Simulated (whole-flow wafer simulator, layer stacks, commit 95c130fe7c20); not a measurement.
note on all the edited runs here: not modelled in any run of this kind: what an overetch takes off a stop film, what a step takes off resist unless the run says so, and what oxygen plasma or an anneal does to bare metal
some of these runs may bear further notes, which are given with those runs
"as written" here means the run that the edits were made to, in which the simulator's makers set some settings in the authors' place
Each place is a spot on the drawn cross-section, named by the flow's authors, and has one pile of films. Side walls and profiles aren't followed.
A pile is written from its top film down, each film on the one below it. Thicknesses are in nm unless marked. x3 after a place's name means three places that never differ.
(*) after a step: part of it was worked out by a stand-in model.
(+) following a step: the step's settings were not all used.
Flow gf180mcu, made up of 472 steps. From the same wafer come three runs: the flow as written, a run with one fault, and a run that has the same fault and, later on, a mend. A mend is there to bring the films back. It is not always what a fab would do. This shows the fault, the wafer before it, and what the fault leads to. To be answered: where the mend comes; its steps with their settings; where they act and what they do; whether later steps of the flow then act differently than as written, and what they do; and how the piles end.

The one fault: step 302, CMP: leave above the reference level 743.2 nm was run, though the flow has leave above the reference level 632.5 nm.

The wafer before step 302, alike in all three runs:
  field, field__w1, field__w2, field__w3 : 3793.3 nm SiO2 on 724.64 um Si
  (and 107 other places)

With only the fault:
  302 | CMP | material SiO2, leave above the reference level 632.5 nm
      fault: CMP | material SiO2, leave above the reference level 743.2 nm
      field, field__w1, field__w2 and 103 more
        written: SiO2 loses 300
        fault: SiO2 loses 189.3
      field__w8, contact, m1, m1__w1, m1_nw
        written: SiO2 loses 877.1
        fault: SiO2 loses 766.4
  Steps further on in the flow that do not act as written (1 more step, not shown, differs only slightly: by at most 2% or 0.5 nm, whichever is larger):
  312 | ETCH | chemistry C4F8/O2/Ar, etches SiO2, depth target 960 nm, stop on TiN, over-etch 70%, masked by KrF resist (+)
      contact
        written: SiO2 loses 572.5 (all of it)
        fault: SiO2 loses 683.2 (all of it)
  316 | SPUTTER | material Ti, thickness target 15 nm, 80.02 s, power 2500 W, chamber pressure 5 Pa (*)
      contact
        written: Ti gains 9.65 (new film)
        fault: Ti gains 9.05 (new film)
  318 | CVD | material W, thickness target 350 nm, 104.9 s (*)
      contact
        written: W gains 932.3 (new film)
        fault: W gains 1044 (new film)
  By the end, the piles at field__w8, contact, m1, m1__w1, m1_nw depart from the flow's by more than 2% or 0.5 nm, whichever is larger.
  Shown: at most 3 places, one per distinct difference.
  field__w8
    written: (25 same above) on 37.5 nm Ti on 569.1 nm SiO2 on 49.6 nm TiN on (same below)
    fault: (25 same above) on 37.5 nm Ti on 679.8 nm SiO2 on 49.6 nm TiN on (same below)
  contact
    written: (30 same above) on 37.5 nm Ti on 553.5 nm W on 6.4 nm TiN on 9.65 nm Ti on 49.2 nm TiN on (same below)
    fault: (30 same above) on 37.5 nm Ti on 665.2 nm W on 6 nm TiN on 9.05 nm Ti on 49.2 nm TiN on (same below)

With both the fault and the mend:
  The mend follows step 310.
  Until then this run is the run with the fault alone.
  310a | STRIP | chemistry O2/N2, power 2160 W, pressure 1700 mTorr (*)
      field, field__w1, field__w2 and 107 more
        KrF resist loses 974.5 (all of it), anti-reflective coat loses 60 (all of it)
      contact
        anti-reflective coat loses 60 (all of it)
  310b | CMP | material SiO2, leave above the reference level 632.5 nm (the flow's step 302, run once more)
      field, field__w1, field__w2 and 108 more
        SiO2 loses 110.7
  310c | HMDS | 120 C, 60 s (the flow's step 304, run once more)
      does not change any film at any place that is followed
  310d | COAT | anti-reflective coat, thickness 60 nm, 182 C, 71 s (the flow's step 305, run once more)
      field, field__w1, field__w2 and 108 more
        anti-reflective coat gains 60 (new film)
  310e | COAT | KrF resist, thickness 1000 nm (the flow's step 306, run once more)
      field, field__w1, field__w2 and 108 more
        KrF resist gains 1000 (new film)
  310f | SOFTBAKE | KrF resist (the flow's step 307, run once more)
      does not change any film at any place that is followed
  310g | EXPOSE | photomask Via2 (the flow's step 308, run once more)
      does not change any film at any place that is followed
  310h | PEB | KrF resist, 135 C, 90 s (the flow's step 309, run once more)
      field, field__w1, field__w2 and 108 more
        KrF resist loses 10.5
  310i | DEVELOP | KrF resist, thickness 1000 nm, 60 s (the flow's step 310, run once more)
      field, field__w1, field__w2 and 107 more
        KrF resist loses 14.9
      contact
        KrF resist loses 989.5 (all of it)
  None of the later steps of the flow acts differently than as written at any place that is followed.
  At every place that both follow, the piles at the end match the flow's.
